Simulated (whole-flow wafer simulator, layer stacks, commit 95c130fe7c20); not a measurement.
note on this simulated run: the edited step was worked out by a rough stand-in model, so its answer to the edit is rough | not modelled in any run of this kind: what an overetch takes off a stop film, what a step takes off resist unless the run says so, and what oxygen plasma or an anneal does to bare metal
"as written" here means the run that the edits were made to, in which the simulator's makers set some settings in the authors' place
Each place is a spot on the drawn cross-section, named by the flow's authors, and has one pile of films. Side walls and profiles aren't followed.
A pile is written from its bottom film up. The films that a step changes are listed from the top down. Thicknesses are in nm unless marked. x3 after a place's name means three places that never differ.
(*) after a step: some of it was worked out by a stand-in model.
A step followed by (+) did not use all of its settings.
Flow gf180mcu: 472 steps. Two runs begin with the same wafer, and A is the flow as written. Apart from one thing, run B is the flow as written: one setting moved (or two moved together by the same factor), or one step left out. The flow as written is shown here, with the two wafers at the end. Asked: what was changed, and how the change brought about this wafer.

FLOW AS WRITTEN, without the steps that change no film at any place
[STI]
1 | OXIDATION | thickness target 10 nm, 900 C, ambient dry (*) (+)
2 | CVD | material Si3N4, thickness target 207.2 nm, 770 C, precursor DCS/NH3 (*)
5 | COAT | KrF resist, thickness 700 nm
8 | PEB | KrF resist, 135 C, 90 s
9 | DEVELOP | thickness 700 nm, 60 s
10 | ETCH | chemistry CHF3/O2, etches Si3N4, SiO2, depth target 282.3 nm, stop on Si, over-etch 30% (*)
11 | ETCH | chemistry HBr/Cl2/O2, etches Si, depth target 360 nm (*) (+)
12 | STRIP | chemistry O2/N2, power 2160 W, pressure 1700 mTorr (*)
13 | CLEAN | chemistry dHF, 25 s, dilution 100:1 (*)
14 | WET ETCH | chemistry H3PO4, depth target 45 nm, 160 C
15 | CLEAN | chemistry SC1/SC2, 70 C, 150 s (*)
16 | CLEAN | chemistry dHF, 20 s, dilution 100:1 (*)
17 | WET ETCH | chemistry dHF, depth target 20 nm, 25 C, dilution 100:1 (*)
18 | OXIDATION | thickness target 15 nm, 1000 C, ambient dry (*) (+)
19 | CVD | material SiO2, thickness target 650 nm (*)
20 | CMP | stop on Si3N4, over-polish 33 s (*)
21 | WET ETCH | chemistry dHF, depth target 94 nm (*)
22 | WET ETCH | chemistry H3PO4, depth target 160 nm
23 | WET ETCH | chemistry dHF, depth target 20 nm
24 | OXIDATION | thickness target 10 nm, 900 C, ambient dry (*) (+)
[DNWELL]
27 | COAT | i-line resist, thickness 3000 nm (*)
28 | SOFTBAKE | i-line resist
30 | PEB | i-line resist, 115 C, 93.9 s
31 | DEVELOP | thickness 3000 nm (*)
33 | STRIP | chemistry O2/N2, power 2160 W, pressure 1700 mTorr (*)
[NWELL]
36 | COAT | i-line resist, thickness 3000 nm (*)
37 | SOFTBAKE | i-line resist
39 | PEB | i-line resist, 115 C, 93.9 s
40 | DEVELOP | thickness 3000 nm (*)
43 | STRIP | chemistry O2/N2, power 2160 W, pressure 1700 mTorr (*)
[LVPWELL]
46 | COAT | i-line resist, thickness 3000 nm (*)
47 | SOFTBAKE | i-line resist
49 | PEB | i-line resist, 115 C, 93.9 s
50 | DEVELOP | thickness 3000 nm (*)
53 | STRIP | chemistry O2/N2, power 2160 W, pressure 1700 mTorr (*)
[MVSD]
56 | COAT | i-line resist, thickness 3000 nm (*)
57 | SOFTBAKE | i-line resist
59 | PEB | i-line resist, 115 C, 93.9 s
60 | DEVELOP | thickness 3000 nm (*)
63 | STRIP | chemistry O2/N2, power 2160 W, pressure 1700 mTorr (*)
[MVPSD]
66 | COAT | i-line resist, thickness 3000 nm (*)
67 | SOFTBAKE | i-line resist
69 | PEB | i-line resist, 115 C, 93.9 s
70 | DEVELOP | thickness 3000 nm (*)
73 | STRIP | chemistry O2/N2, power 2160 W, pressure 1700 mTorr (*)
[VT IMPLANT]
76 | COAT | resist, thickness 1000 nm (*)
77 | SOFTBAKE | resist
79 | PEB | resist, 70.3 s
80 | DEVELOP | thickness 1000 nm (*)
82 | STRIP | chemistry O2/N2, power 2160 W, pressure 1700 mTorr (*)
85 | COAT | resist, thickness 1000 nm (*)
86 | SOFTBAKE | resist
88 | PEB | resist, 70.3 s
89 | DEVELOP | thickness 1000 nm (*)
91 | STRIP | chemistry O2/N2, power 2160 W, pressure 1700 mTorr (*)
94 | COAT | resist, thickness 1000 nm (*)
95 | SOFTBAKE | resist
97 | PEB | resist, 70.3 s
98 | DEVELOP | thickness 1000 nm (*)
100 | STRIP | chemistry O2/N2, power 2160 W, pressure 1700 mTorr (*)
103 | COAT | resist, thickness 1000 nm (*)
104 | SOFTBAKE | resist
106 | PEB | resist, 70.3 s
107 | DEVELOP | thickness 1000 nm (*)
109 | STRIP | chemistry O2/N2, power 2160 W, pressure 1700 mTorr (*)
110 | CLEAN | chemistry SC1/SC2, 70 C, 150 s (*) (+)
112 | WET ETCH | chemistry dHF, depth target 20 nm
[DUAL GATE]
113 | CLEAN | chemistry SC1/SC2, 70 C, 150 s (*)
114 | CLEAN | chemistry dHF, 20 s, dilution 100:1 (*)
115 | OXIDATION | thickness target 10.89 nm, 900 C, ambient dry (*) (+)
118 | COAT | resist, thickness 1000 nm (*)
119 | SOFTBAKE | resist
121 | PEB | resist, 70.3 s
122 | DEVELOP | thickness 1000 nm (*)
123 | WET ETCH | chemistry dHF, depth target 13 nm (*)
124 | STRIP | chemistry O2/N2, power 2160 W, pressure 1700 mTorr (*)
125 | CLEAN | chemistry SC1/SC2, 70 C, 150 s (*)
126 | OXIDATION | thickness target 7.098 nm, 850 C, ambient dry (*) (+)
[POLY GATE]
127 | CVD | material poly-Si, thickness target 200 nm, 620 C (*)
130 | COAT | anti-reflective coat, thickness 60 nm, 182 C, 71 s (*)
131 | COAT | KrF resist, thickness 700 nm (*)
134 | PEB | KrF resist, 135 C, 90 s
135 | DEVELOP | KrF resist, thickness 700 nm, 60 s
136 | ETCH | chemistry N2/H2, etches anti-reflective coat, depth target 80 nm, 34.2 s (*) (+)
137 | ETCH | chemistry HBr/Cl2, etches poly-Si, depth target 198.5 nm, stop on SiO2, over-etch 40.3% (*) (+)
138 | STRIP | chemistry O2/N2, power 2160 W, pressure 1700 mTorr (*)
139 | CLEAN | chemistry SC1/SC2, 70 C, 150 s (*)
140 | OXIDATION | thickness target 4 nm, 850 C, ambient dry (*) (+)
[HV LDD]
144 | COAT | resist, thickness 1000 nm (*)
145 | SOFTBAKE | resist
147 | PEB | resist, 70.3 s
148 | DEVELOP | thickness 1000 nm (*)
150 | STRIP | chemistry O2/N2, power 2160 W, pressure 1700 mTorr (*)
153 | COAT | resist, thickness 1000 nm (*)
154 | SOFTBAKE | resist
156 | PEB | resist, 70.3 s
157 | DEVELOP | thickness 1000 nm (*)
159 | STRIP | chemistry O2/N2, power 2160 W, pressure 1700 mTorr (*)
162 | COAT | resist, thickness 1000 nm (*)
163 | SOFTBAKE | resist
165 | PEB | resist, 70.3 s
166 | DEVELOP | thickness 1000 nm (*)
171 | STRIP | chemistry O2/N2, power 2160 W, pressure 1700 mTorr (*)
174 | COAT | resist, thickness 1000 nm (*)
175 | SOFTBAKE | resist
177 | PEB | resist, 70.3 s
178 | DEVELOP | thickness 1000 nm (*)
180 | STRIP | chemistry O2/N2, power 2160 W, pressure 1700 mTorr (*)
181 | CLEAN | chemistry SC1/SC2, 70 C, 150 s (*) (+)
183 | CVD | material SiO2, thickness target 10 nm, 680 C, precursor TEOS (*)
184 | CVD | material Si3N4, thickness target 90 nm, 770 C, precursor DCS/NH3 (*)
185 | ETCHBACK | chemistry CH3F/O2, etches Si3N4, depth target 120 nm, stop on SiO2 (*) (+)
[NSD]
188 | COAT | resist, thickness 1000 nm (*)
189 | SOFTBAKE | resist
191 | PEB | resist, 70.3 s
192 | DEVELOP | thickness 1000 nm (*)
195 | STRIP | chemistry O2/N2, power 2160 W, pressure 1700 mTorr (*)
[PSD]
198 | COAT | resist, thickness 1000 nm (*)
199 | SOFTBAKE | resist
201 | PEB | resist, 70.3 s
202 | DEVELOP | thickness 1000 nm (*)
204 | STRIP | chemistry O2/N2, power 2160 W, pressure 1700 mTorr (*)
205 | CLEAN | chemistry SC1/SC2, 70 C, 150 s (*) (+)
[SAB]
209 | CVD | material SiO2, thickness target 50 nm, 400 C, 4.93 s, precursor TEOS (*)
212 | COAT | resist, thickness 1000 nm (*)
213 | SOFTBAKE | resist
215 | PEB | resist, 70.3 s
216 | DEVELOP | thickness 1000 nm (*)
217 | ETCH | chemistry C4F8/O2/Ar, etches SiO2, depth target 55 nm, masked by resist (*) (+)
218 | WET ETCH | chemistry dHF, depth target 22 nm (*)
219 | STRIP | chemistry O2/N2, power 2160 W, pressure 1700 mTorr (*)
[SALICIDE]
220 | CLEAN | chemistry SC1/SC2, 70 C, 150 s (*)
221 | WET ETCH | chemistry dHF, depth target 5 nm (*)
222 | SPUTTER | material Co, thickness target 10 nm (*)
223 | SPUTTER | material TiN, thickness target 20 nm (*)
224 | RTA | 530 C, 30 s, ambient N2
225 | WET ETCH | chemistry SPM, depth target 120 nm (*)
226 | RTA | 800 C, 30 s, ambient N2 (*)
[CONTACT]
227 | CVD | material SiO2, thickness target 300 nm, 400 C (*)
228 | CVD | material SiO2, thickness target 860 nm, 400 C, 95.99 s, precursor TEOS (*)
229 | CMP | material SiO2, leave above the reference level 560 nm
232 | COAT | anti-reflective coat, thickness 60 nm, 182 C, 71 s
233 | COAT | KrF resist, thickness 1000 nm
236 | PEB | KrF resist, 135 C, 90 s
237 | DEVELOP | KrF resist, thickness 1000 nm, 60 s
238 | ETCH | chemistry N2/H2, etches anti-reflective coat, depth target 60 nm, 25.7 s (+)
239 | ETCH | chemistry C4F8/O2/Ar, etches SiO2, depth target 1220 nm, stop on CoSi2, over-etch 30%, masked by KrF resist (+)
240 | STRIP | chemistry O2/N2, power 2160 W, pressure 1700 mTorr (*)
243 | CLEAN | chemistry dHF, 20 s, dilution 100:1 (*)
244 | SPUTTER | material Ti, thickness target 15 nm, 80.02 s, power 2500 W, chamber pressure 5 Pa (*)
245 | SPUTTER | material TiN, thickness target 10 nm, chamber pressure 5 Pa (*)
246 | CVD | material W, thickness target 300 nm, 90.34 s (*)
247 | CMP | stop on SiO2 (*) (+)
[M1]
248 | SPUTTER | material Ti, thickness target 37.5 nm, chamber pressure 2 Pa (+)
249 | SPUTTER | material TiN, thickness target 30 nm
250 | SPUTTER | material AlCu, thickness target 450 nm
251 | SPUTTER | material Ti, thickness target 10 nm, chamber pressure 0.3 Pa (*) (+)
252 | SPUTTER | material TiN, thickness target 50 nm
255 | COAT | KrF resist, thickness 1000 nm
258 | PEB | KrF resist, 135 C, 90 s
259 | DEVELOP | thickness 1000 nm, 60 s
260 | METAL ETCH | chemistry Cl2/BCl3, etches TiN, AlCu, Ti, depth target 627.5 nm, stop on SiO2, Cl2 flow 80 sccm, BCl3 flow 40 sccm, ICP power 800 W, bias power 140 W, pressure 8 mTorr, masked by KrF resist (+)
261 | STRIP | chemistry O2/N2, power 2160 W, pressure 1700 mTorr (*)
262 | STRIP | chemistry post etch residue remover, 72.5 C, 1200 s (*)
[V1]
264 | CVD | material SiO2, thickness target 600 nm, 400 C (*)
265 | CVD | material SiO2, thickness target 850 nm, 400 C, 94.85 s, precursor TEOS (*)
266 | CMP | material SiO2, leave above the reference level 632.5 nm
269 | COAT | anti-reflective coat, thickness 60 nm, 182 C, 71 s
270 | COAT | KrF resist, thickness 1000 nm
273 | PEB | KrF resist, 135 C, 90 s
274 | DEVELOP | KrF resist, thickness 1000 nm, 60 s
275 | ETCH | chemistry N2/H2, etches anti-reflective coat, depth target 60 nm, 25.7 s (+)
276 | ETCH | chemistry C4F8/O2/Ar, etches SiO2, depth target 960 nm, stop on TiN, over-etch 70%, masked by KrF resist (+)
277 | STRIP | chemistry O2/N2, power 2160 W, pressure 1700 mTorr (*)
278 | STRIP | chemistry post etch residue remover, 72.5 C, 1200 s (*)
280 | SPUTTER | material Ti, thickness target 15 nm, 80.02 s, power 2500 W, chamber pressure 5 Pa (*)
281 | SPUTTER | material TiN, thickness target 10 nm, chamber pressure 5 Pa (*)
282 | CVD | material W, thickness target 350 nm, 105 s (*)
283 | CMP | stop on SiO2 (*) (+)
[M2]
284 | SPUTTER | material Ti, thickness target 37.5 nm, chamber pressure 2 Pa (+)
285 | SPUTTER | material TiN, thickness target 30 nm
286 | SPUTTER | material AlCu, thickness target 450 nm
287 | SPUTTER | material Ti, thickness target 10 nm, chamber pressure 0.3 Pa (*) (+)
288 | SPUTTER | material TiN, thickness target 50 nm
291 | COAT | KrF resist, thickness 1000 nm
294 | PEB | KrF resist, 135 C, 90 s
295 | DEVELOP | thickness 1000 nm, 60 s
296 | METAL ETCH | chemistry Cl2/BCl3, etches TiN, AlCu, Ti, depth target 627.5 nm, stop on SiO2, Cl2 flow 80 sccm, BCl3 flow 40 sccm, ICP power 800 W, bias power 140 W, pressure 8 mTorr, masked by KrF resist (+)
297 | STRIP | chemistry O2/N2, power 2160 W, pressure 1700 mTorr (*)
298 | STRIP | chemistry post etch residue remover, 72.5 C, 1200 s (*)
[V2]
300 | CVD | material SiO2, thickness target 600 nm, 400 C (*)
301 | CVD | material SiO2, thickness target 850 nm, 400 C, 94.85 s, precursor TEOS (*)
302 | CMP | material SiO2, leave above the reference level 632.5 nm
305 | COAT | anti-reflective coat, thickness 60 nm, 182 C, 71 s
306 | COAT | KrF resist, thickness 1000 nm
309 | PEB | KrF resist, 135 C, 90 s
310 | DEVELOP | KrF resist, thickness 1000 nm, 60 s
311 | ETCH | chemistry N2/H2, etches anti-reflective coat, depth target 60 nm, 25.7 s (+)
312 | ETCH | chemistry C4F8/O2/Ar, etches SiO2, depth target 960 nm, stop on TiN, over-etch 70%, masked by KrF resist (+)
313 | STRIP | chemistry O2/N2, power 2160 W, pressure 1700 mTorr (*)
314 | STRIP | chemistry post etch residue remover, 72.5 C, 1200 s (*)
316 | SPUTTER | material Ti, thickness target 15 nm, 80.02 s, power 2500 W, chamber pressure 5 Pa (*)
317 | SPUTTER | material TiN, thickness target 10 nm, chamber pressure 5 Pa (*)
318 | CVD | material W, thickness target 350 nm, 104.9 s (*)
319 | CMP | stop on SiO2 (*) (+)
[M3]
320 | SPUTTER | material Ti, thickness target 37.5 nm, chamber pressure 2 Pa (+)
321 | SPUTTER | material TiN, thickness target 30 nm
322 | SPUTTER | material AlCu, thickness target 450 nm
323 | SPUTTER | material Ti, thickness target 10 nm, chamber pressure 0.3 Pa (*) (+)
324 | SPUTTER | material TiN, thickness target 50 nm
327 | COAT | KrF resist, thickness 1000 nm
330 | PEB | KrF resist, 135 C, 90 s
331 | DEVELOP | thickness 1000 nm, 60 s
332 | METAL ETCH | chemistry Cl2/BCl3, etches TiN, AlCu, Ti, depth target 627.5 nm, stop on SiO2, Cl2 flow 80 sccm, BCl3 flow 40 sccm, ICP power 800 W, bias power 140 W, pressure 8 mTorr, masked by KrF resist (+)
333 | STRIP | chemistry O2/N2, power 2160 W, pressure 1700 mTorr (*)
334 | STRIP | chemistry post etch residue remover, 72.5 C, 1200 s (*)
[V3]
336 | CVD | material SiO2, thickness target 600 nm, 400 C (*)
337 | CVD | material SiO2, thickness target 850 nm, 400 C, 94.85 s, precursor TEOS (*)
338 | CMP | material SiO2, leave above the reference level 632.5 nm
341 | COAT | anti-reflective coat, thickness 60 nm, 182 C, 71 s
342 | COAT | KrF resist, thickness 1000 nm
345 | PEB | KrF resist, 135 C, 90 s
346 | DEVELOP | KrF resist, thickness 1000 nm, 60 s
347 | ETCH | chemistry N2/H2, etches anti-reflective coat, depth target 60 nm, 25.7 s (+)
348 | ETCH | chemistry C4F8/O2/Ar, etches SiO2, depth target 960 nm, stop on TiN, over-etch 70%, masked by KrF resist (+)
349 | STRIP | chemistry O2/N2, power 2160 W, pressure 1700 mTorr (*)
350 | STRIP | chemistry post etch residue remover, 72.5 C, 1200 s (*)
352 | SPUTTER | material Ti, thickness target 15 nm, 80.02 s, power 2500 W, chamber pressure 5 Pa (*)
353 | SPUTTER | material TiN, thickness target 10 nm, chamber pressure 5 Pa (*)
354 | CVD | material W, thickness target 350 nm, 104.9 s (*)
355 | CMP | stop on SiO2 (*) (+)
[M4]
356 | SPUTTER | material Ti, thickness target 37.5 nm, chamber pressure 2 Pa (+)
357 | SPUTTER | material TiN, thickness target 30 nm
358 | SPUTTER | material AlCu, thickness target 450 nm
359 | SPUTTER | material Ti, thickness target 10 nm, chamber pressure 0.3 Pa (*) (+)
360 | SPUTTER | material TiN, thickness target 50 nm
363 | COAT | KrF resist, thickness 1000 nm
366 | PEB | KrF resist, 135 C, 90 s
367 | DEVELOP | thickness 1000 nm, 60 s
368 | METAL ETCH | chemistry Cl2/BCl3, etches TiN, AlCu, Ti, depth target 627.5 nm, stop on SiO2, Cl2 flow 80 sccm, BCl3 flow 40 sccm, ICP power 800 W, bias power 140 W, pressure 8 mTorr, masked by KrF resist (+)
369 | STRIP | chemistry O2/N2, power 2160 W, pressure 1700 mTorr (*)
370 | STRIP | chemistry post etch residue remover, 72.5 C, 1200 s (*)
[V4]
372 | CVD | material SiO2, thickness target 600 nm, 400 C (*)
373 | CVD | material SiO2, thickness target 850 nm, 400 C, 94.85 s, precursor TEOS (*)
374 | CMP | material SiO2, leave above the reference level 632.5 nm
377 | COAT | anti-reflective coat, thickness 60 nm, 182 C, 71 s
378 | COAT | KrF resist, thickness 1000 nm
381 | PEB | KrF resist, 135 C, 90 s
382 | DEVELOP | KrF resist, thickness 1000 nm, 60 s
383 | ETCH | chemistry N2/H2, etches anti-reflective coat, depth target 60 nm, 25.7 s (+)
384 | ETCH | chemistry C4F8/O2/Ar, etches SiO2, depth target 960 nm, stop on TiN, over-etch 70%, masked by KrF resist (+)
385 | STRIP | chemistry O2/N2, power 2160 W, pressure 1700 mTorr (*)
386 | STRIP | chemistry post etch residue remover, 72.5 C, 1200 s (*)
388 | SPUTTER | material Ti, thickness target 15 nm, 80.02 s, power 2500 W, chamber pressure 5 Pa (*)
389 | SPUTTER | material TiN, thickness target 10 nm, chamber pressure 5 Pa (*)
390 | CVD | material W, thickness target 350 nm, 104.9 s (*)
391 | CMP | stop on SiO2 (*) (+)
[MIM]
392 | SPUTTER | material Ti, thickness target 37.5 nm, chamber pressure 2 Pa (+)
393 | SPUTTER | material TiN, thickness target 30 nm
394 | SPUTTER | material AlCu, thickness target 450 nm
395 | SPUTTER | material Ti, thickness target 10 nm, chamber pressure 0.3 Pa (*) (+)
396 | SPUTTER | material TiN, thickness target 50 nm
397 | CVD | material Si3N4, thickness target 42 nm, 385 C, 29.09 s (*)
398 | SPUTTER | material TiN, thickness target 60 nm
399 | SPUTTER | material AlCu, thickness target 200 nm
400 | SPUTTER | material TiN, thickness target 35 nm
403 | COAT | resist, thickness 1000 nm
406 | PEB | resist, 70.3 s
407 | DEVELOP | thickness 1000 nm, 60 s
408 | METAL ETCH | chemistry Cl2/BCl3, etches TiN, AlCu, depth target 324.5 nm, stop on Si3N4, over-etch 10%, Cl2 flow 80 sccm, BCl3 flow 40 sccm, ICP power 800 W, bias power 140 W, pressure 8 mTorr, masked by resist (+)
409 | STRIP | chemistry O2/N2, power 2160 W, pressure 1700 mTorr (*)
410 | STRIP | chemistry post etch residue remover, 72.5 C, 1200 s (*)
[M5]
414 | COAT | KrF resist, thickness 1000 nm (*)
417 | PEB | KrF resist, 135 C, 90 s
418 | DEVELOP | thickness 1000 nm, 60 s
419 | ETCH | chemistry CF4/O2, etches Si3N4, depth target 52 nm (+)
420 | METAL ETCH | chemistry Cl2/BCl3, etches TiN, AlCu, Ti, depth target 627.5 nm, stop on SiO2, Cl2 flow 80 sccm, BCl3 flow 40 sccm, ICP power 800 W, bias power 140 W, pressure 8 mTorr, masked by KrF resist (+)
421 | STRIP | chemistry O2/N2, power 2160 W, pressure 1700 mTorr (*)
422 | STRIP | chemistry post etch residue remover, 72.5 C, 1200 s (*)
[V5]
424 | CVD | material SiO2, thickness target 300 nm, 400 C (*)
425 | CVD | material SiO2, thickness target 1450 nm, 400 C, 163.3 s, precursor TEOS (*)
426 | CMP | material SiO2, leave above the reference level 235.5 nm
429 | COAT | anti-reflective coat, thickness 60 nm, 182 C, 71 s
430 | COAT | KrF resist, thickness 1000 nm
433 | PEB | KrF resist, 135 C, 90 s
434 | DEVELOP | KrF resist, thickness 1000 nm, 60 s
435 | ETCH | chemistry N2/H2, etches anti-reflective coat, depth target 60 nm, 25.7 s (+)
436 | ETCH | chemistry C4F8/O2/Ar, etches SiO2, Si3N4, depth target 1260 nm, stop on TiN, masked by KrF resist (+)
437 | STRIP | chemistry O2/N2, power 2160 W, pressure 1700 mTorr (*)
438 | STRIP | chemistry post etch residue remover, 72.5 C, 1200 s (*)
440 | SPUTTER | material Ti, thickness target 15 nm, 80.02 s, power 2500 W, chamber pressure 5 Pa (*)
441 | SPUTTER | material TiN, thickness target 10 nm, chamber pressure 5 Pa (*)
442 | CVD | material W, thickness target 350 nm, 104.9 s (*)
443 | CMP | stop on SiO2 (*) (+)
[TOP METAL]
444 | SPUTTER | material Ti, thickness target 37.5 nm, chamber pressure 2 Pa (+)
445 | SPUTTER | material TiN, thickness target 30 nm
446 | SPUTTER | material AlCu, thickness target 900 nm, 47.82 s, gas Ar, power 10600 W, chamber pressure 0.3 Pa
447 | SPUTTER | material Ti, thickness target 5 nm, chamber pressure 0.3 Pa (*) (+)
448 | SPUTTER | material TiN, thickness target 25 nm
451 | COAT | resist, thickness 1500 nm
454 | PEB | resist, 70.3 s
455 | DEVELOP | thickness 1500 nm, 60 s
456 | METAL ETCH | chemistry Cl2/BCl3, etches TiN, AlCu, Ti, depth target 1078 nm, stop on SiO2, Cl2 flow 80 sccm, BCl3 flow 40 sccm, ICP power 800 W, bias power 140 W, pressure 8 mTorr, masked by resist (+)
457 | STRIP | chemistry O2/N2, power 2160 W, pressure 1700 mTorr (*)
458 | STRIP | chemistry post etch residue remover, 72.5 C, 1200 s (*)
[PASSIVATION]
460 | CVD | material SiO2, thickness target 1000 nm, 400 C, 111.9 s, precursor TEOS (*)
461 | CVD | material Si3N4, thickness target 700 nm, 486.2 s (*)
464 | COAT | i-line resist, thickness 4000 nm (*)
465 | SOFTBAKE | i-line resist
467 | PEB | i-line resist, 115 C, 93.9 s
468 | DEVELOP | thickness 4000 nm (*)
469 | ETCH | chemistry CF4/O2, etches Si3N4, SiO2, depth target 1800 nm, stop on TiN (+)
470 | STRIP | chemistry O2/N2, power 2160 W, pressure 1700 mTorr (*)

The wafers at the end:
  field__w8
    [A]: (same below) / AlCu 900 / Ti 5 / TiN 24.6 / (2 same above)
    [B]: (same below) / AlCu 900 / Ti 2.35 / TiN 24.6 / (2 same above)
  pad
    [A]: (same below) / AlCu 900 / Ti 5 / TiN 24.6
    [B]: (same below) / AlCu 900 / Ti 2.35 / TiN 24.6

The reason: step 447, SPUTTER: thickness target 2.35 nm was run, while the flow as written has thickness target 5 nm.
The wafer itself shows it: field__w8 has Ti 2.35, and step 447 as written asks for 5 nm.

Step by step, how the change led to this:
  447 | SPUTTER | material Ti, thickness target 5 nm, chamber pressure 0.3 Pa (*) (+)
      field, field__w1, field__w2 and 109 more: A +5 Ti (new film) | B +2.35 Ti (new film)
  456 | METAL ETCH | chemistry Cl2/BCl3, etches TiN, AlCu, Ti, depth target 1078 nm, stop on SiO2, Cl2 flow 80 sccm, BCl3 flow 40 sccm, ICP power 800 W, bias power 140 W, pressure 8 mTorr, masked by resist (+)
      field, field__w1, field__w2 and 103 more: A -25 TiN (all of it), -5 Ti (all of it), -900 AlCu (all of it), -30 TiN (all of it), -37.5 Ti (all of it) | B -25 TiN (all of it), -2.35 Ti (all of it), -900 AlCu (all of it), -30 TiN (all of it), -37.5 Ti (all of it)
